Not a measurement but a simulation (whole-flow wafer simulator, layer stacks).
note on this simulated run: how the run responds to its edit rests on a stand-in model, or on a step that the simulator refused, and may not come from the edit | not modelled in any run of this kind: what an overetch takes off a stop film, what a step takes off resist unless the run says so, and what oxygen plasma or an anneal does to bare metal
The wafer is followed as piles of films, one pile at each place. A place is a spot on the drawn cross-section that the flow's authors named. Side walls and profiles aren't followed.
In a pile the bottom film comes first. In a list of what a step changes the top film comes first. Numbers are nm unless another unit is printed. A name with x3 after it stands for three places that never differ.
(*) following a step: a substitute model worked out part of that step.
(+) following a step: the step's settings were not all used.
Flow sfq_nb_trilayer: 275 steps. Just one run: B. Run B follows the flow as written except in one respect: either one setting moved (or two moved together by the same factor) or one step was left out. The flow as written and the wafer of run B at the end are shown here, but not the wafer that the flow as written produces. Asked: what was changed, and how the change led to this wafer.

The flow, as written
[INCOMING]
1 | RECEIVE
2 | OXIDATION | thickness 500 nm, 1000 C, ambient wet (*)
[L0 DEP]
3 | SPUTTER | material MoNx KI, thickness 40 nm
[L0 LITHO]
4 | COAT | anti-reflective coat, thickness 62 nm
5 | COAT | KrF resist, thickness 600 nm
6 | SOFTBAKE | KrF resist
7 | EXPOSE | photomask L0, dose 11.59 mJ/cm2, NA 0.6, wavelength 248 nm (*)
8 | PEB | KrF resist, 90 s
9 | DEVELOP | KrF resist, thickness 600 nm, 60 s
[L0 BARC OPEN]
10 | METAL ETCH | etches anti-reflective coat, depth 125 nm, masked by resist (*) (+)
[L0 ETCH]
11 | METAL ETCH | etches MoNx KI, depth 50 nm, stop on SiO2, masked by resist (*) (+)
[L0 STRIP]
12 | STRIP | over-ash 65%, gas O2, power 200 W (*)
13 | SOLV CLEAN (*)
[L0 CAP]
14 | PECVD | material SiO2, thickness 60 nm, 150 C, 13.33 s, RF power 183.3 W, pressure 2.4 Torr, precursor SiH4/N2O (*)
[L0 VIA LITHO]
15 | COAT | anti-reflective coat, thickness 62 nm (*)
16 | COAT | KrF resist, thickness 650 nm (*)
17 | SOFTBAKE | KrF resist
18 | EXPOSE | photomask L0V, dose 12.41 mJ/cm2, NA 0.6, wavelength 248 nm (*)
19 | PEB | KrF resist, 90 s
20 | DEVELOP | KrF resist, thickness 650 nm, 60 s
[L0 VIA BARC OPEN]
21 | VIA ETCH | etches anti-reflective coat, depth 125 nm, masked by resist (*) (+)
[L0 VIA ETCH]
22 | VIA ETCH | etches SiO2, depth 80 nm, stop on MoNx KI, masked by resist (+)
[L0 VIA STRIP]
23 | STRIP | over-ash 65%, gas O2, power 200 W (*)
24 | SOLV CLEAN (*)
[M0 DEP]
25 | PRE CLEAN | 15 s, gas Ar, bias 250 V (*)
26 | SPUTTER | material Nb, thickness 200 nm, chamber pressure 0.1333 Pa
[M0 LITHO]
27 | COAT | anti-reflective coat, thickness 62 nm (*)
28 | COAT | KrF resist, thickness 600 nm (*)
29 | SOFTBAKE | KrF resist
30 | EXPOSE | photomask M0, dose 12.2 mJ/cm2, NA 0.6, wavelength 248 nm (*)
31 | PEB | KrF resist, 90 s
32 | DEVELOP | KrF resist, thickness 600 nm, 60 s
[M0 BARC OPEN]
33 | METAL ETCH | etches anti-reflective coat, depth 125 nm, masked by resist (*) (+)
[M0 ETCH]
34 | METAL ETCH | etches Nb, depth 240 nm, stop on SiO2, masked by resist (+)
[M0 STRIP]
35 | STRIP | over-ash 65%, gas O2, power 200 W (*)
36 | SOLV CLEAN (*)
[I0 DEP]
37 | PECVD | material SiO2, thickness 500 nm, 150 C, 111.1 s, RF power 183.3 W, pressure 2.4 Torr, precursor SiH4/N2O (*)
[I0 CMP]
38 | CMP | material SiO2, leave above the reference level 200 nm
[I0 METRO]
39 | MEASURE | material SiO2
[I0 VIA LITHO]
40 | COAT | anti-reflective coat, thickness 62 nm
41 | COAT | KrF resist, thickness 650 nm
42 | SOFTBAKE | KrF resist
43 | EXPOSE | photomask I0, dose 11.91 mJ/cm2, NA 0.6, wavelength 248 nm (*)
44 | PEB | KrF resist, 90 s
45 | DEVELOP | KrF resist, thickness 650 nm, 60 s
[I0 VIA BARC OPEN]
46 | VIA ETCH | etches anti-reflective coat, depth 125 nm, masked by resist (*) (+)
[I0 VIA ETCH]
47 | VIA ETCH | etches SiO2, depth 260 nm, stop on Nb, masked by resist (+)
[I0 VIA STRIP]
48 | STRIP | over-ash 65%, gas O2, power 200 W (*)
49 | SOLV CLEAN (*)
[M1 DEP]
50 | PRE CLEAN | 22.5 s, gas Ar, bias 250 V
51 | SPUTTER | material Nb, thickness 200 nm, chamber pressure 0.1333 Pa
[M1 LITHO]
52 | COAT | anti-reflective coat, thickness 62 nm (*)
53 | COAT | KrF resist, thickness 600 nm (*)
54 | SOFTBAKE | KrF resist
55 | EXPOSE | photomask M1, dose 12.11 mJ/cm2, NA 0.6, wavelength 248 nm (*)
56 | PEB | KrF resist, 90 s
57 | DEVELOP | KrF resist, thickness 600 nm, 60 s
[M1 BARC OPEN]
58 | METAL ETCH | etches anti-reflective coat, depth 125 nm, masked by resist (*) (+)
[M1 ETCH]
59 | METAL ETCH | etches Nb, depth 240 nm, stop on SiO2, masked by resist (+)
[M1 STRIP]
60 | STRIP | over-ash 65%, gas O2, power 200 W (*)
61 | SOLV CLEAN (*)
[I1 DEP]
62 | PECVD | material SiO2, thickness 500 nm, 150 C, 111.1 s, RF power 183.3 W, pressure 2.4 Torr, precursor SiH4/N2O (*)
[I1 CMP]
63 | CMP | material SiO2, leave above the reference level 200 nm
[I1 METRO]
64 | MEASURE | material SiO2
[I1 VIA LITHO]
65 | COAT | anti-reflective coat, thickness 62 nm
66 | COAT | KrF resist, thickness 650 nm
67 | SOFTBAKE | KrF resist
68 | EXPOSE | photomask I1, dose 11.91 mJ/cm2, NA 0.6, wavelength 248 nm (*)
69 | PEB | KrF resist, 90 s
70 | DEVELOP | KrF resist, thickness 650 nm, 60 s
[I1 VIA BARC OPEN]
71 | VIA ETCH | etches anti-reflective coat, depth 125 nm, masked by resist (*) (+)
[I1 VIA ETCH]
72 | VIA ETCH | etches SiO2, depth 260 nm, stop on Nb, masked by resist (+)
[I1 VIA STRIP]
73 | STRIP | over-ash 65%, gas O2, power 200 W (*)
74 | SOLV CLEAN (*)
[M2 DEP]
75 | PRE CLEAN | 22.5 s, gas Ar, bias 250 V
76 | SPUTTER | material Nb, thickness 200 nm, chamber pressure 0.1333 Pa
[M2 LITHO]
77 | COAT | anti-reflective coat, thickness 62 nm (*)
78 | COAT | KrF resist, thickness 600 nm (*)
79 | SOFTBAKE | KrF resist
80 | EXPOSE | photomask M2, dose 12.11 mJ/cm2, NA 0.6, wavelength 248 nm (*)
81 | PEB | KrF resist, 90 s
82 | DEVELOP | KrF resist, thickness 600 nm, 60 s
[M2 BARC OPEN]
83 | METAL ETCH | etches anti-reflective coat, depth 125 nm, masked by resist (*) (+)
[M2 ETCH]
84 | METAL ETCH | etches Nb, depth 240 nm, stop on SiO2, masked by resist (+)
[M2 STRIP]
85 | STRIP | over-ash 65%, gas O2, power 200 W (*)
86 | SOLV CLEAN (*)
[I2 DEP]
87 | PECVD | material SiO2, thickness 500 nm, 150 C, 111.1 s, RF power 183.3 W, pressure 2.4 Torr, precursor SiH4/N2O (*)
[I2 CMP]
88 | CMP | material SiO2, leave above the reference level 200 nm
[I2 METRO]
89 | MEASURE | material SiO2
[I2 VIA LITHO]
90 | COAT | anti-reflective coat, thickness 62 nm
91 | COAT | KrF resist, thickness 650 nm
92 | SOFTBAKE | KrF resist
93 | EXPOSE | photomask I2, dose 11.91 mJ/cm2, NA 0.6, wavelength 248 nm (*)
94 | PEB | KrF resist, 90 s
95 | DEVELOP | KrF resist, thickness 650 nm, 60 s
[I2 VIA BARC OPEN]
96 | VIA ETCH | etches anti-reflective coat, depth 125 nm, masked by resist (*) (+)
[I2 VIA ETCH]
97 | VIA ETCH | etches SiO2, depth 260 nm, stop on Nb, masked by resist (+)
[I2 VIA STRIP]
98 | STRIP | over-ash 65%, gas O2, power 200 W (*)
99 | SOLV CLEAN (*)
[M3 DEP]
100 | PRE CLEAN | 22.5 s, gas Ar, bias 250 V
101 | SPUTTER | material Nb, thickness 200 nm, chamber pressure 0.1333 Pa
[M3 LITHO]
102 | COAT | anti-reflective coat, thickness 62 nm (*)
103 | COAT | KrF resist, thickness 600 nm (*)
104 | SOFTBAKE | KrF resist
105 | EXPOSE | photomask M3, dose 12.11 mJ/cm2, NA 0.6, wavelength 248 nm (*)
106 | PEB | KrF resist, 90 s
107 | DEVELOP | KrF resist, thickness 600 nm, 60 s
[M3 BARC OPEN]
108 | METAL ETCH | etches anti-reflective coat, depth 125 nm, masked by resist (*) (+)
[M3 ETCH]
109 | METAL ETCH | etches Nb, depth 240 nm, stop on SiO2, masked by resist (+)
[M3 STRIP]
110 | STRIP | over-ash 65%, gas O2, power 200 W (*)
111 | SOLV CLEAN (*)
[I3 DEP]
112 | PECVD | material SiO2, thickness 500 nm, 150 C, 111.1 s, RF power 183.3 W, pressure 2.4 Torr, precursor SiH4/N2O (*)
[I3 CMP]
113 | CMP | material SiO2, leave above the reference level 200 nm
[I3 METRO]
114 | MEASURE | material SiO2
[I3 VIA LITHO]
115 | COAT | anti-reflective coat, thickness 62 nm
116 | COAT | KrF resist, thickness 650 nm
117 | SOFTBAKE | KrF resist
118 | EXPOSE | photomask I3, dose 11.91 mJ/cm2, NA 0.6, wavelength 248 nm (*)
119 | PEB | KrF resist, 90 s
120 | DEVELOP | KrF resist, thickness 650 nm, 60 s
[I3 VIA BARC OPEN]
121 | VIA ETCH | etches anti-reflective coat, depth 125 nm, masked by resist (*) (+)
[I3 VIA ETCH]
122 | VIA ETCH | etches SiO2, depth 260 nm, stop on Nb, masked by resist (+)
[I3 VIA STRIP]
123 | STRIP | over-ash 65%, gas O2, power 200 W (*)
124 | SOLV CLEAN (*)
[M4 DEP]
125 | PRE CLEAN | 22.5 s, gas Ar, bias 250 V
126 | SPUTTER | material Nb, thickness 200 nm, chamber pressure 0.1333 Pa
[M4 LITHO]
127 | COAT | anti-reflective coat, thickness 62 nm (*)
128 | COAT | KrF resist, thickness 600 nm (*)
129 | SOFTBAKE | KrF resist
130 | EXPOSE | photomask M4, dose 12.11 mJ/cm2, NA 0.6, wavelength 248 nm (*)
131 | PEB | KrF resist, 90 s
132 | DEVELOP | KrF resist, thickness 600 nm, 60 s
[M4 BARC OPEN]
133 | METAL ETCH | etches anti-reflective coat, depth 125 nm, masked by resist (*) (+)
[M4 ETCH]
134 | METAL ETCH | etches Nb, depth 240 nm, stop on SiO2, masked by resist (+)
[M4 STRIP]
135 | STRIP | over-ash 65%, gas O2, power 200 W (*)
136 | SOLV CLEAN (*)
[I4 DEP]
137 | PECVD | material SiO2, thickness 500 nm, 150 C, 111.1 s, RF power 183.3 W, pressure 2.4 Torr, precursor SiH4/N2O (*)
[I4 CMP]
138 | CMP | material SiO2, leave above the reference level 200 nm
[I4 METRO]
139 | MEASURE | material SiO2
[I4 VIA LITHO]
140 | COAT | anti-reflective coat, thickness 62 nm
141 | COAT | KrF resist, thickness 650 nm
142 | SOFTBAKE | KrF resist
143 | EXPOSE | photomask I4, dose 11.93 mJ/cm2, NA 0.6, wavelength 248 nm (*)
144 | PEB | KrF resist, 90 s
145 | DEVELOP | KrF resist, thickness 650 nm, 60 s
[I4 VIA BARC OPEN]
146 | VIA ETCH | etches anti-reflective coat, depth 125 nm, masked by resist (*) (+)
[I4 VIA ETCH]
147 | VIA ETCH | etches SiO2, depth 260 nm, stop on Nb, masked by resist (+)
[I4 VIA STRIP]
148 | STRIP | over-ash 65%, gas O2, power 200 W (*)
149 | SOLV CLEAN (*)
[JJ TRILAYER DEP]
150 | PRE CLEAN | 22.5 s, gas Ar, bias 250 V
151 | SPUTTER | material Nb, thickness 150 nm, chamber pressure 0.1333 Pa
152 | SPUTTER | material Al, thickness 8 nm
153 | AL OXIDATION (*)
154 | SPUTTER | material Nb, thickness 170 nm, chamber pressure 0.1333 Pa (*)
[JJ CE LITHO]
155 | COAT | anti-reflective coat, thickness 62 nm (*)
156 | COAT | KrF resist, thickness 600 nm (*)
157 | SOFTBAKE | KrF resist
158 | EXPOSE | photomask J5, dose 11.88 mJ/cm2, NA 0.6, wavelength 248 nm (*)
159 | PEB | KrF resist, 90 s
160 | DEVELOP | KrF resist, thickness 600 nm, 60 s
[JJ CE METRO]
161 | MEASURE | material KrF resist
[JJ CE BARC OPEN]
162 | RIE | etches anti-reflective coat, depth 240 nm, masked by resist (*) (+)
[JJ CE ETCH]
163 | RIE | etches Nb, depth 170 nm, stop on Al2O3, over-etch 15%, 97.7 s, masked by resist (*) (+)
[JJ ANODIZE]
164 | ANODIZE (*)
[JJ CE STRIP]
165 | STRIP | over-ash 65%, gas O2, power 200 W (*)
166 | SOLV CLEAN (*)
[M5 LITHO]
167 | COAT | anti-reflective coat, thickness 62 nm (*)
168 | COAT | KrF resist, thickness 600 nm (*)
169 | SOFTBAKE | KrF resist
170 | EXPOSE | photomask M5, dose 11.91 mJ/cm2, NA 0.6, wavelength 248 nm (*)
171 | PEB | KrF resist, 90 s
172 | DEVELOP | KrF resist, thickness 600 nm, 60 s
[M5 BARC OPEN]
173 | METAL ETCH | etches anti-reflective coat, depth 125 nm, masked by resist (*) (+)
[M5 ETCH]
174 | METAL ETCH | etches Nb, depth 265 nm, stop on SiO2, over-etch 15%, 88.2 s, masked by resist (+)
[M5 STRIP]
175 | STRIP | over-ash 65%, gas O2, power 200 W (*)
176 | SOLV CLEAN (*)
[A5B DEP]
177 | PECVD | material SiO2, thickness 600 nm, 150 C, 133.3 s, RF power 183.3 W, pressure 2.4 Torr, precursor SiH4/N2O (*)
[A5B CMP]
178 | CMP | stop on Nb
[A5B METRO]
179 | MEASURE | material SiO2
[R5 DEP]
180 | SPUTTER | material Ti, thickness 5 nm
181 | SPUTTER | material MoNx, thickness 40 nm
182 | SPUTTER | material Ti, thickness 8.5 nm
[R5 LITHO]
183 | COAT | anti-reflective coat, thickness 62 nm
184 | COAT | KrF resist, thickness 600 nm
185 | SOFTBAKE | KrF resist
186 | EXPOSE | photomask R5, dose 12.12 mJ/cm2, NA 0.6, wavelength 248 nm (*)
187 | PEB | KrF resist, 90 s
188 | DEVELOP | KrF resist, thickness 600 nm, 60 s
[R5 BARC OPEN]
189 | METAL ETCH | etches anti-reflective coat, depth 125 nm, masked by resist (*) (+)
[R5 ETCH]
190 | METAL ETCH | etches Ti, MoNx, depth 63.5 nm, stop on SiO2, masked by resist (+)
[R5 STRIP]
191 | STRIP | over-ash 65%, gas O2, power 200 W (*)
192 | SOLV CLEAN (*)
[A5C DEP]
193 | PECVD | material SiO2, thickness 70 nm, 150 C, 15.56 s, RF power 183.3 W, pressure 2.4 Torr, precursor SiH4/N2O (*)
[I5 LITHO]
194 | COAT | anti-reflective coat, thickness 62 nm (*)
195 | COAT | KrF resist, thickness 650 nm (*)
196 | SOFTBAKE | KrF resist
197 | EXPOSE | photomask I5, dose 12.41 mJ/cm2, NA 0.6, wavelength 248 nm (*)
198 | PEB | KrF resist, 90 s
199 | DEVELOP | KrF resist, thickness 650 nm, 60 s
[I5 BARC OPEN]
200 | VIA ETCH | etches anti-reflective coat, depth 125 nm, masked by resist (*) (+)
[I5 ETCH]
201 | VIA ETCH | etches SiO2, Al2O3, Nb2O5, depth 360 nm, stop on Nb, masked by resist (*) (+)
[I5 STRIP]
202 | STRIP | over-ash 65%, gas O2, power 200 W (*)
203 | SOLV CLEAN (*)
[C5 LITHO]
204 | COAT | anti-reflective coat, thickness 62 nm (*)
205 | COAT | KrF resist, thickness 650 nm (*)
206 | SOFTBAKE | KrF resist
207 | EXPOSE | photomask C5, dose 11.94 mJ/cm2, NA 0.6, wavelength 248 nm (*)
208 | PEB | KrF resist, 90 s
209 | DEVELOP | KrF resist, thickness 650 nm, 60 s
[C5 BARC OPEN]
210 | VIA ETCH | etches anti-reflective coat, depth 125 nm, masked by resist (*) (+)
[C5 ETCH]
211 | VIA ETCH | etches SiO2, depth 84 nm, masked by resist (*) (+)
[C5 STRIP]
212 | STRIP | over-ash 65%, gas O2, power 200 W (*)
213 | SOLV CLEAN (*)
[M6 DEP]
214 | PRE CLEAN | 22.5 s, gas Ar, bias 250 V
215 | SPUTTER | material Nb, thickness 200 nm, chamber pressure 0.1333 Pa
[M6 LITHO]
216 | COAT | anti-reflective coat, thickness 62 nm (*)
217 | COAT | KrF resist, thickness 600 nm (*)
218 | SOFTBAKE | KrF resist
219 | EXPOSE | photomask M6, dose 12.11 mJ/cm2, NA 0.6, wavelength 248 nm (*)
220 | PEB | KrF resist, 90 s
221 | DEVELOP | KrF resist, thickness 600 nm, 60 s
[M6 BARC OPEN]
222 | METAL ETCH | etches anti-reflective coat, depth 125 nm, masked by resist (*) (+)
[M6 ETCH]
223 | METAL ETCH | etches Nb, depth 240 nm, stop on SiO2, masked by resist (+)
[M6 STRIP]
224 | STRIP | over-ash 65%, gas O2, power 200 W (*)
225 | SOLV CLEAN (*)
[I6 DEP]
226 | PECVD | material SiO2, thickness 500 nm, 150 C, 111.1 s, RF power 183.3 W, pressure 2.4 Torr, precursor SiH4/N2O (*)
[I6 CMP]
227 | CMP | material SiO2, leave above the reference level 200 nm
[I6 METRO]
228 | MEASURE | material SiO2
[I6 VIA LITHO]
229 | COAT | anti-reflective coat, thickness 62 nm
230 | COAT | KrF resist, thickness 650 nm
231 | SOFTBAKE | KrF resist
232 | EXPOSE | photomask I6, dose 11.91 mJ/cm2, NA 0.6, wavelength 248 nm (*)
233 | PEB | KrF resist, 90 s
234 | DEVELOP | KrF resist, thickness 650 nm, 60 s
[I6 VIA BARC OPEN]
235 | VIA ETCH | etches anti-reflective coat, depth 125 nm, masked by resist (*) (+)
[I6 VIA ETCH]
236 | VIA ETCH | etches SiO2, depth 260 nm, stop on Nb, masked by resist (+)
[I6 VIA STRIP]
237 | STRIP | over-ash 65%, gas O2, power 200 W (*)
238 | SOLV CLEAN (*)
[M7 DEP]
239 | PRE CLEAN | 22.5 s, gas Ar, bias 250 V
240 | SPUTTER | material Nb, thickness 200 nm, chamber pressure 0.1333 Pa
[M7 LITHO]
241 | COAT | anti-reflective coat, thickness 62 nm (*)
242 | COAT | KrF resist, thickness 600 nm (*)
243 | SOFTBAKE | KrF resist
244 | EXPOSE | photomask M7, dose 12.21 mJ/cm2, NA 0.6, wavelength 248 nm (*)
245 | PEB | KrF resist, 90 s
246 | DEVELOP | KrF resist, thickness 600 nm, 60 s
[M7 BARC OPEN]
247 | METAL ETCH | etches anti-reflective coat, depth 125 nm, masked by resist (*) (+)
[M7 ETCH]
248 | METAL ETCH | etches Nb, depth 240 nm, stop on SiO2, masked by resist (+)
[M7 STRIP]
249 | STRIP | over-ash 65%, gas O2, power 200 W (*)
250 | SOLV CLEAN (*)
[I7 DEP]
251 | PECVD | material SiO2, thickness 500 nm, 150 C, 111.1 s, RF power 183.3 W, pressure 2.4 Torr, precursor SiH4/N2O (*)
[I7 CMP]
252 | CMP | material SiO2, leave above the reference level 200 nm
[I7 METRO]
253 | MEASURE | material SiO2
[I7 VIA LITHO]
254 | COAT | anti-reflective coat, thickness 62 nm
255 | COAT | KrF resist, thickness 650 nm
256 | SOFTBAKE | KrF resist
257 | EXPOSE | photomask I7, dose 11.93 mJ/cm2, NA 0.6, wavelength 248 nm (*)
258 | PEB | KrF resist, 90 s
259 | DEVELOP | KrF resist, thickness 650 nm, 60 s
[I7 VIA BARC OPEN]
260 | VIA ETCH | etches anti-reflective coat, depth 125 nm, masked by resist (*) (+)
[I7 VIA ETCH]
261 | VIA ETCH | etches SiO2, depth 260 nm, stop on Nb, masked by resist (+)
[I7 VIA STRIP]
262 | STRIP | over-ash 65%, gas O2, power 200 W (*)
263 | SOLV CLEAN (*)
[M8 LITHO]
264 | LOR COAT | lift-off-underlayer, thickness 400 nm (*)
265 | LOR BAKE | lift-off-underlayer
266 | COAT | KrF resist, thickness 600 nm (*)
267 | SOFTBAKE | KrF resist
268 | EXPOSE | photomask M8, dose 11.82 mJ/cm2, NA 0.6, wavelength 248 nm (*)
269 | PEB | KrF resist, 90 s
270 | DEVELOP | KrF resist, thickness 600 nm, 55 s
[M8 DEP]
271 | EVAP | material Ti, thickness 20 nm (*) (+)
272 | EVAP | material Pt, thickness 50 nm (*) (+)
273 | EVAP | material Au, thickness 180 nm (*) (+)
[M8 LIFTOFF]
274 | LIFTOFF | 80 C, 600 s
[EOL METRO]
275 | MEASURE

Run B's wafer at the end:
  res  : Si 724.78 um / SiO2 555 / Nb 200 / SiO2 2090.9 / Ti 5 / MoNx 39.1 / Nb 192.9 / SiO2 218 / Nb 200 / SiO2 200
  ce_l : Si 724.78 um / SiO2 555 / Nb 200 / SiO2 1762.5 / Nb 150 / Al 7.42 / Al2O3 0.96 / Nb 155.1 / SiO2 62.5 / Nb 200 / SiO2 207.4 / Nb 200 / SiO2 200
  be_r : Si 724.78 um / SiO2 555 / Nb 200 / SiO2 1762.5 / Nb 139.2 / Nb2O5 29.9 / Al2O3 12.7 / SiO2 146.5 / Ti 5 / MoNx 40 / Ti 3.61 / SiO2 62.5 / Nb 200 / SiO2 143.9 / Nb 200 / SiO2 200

Cause: step 182, SPUTTER: thickness 3.61 nm was run, whereas the flow has thickness 8.5 nm.
One can read it off the wafer: be_r has Ti 3.61, and step 182 as written asks for 8.5 nm.

The path from the change to this, step by step:
  182 | SPUTTER | material Ti, thickness 8.5 nm
      field_l, v_sur, via_wl and 103 more: Ti gains 3.61 (new film) (as written it would have been: Ti gains 8.5 (new film))
  190 | METAL ETCH | etches Ti, MoNx, depth 63.5 nm, stop on SiO2, masked by resist (+)
      field_l, v_sur, via_wl and 92 more: Ti loses 3.61 (all of it), MoNx loses 40 (all of it), Ti loses 5 (all of it) (as written it would have been: Ti loses 8.5 (all of it), MoNx loses 40 (all of it), Ti loses 5 (all of it))
      ce_l, c5j, ce_r, wl_jj: Ti loses 3.61 (all of it), MoNx loses 40 (all of it), Ti loses 5 (all of it), Nb loses 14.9 (as written it would have been: Ti loses 8.5 (all of it), MoNx loses 40 (all of it), Ti loses 5 (all of it), Nb loses 10)
  194 | COAT | anti-reflective coat, thickness 62 nm (*)
      r5r_spacepad_l, r5r_spacepad_r: anti-reflective coat gains 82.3 (new film) (as written it would have been: anti-reflective coat gains 84.4 (new film))
      ce_l: anti-reflective coat gains 69.3 (new film) (as written it would have been: anti-reflective coat gains 67.2 (new film))
      (as well as at 4 more places)
  202 | STRIP | over-ash 65%, gas O2, power 200 W (*)
      r5r_spacepad_l, r5r_spacepad_r: KrF resist loses 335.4 (all of it), anti-reflective coat loses 82.3 (all of it) (as written it would have been: KrF resist loses 335.6 (all of it), anti-reflective coat loses 84.4 (all of it))
      ce_l: KrF resist loses 342.8 (all of it), anti-reflective coat loses 69.3 (all of it) (as written it would have been: KrF resist loses 341.5 (all of it), anti-reflective coat loses 67.2 (all of it))
      (as well as at 4 more places)
  204 | COAT | anti-reflective coat, thickness 62 nm (*)
      r5r_spacepad_l, r5r_spacepad_r: anti-reflective coat gains 82.3 (new film) (as written it would have been: anti-reflective coat gains 84.4 (new film))
      ce_l: anti-reflective coat gains 68.2 (new film) (as written it would have been: anti-reflective coat gains 66 (new film))
      (as well as at 4 more places)
  210 | VIA ETCH | etches anti-reflective coat, depth 125 nm, masked by resist (*) (+)
      c5j: anti-reflective coat loses 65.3 (all of it), SiO2 loses 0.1 (as written it would have been: anti-reflective coat loses 63.9 (all of it), SiO2 loses 0.11)
  212 | STRIP | over-ash 65%, gas O2, power 200 W (*)
      r5r_spacepad_l, r5r_spacepad_r: KrF resist loses 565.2 (all of it), anti-reflective coat loses 82.3 (all of it) (as written it would have been: KrF resist loses 565.8 (all of it), anti-reflective coat loses 84.4 (all of it))
      ce_l: KrF resist loses 568.3 (all of it), anti-reflective coat loses 68.2 (all of it) (as written it would have been: KrF resist loses 567.4 (all of it), anti-reflective coat loses 66 (all of it))
      (as well as at 3 more places)
  214 | PRE CLEAN | 22.5 s, gas Ar, bias 250 V
      res: Ti loses 3.61 (all of it), MoNx loses 0.9 (as written it would have been: Ti loses 4.53)
  216 | COAT | anti-reflective coat, thickness 62 nm (*)
      r5r_spacepad_l, r5r_spacepad_r: anti-reflective coat gains 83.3 (new film) (as written it would have been: anti-reflective coat gains 85.7 (new film))
      ce_l: anti-reflective coat gains 49.6 (new film) (as written it would have been: anti-reflective coat gains 48 (new film))
      (as well as at 3 more places)
  222 | METAL ETCH | etches anti-reflective coat, depth 125 nm, masked by resist (*) (+)
      r5r_spacepad_l, r5r_spacepad_r: anti-reflective coat loses 83.3 (all of it) (as written it would have been: anti-reflective coat loses 85.7 (all of it))
  224 | STRIP | over-ash 65%, gas O2, power 200 W (*)
      ce_l: KrF resist loses 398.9 (all of it), anti-reflective coat loses 49.6 (all of it) (as written it would have been: KrF resist loses 397.1 (all of it), anti-reflective coat loses 48 (all of it))
      ce_r: KrF resist loses 404.8 (all of it), anti-reflective coat loses 50.3 (all of it) (as written it would have been: KrF resist loses 403.5 (all of it), anti-reflective coat loses 48.8 (all of it))
      (as well as at 2 more places)
  227 | CMP | material SiO2, leave above the reference level 200 nm
      r5r_line_l, r5r_line_c, r5r_line_r: SiO2 loses 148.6 (as written it would have been: SiO2 loses 153.5)
      r5r_spacepad_l, r5r_spacepad_r: SiO2 loses 146.1 (as written it would have been: SiO2 loses 153.5)
      (as well as at 1 more place)
